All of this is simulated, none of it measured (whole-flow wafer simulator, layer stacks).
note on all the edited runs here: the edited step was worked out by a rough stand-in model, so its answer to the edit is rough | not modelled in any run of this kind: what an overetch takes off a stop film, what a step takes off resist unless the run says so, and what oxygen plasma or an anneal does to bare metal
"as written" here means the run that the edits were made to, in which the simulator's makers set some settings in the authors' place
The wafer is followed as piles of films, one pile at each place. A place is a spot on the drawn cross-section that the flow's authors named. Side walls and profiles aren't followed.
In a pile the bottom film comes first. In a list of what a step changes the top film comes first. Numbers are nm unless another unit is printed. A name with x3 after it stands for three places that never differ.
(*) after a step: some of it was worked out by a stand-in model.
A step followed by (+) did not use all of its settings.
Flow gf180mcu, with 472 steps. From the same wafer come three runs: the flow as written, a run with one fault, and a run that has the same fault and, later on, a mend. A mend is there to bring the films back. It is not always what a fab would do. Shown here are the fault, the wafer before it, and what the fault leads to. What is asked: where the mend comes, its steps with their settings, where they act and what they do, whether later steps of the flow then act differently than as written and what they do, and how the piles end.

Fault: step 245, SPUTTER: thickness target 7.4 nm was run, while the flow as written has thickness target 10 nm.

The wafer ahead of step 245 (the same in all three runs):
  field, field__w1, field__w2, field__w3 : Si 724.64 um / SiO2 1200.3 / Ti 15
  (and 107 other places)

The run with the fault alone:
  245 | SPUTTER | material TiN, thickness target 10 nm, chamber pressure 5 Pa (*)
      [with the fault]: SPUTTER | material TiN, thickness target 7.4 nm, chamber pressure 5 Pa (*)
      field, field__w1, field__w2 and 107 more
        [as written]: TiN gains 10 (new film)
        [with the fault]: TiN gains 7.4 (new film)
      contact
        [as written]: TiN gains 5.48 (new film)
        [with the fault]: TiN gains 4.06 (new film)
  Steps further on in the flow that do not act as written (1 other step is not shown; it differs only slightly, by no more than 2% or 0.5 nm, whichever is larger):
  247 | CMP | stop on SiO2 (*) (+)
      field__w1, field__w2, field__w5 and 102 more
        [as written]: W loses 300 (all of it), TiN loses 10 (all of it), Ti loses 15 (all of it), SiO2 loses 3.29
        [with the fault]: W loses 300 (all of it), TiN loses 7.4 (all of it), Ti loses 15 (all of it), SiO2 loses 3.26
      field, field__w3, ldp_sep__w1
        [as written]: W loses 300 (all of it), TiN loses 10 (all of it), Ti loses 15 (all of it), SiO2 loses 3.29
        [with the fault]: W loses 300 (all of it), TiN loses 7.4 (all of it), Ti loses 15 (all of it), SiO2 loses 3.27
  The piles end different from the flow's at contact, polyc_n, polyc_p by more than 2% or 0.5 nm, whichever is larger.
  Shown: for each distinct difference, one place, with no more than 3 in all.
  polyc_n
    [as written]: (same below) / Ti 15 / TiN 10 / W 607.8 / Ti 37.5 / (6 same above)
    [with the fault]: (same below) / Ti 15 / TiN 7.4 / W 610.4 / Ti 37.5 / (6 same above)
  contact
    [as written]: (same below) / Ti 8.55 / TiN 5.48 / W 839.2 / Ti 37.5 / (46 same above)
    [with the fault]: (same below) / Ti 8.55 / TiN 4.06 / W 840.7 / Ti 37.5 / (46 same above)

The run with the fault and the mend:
  The mend stands after step 245.
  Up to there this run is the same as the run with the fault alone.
  245a | SPUTTER | material TiN, thickness target 2.6 nm, chamber pressure 5 Pa (*) (a further turn of the flow's step 245, with different settings)
      field, field__w1, field__w2 and 107 more
        TiN gains 2.6
      contact
        TiN gains 1.42
  Later steps of the flow that are run all act as written at every place that is followed.
  The piles end the same as the flow's at every place that both follow.
